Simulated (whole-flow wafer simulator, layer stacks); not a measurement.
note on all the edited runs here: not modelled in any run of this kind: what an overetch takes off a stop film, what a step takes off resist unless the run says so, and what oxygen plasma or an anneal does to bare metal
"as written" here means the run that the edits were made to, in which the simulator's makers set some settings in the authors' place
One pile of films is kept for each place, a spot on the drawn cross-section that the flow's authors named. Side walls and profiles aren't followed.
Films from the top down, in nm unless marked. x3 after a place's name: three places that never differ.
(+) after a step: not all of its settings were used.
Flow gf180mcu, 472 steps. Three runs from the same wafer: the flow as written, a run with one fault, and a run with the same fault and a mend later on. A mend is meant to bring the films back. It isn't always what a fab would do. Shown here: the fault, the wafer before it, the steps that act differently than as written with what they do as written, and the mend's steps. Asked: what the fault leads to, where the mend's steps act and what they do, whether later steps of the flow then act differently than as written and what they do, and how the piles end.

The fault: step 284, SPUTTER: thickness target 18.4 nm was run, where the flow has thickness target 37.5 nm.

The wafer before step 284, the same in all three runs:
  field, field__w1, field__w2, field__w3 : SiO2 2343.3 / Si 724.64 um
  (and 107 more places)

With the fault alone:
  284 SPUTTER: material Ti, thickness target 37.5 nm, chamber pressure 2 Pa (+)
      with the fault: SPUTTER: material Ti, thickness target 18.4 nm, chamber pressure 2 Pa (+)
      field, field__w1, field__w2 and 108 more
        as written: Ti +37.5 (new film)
        with the fault: Ti +18.4 (new film)
  Later steps of the flow that act differently than as written:
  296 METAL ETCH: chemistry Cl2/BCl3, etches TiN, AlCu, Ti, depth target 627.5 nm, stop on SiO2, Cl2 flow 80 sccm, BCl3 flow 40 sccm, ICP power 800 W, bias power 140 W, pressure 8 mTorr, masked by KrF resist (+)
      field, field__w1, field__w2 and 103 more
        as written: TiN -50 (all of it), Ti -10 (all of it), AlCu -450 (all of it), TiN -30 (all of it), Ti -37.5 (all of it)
        with the fault: TiN -50 (all of it), Ti -10 (all of it), AlCu -450 (all of it), TiN -30 (all of it), Ti -18.4 (all of it)
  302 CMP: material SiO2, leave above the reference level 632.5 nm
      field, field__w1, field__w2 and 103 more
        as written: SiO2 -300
        with the fault: SiO2 -319.1
  At the end the piles differ from the flow's by more than 2% or 0.5 nm, whichever is larger, at field__w8, contact, m1, m1__w1, m1_nw.
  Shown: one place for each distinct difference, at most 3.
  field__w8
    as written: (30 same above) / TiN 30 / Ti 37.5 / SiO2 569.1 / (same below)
    with the fault: (30 same above) / TiN 30 / Ti 18.4 / SiO2 569.1 / (same below)
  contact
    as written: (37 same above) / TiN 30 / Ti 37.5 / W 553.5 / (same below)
    with the fault: (37 same above) / TiN 30 / Ti 18.4 / W 553.5 / (same below)

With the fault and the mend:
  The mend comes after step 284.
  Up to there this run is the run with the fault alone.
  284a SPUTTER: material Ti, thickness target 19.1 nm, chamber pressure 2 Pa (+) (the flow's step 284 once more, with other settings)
      field, field__w1, field__w2 and 108 more
        Ti +19.1
  No later step of the flow acts differently than as written at any place that is followed.
  At the end the piles are the same as the flow's at every place that both follow.
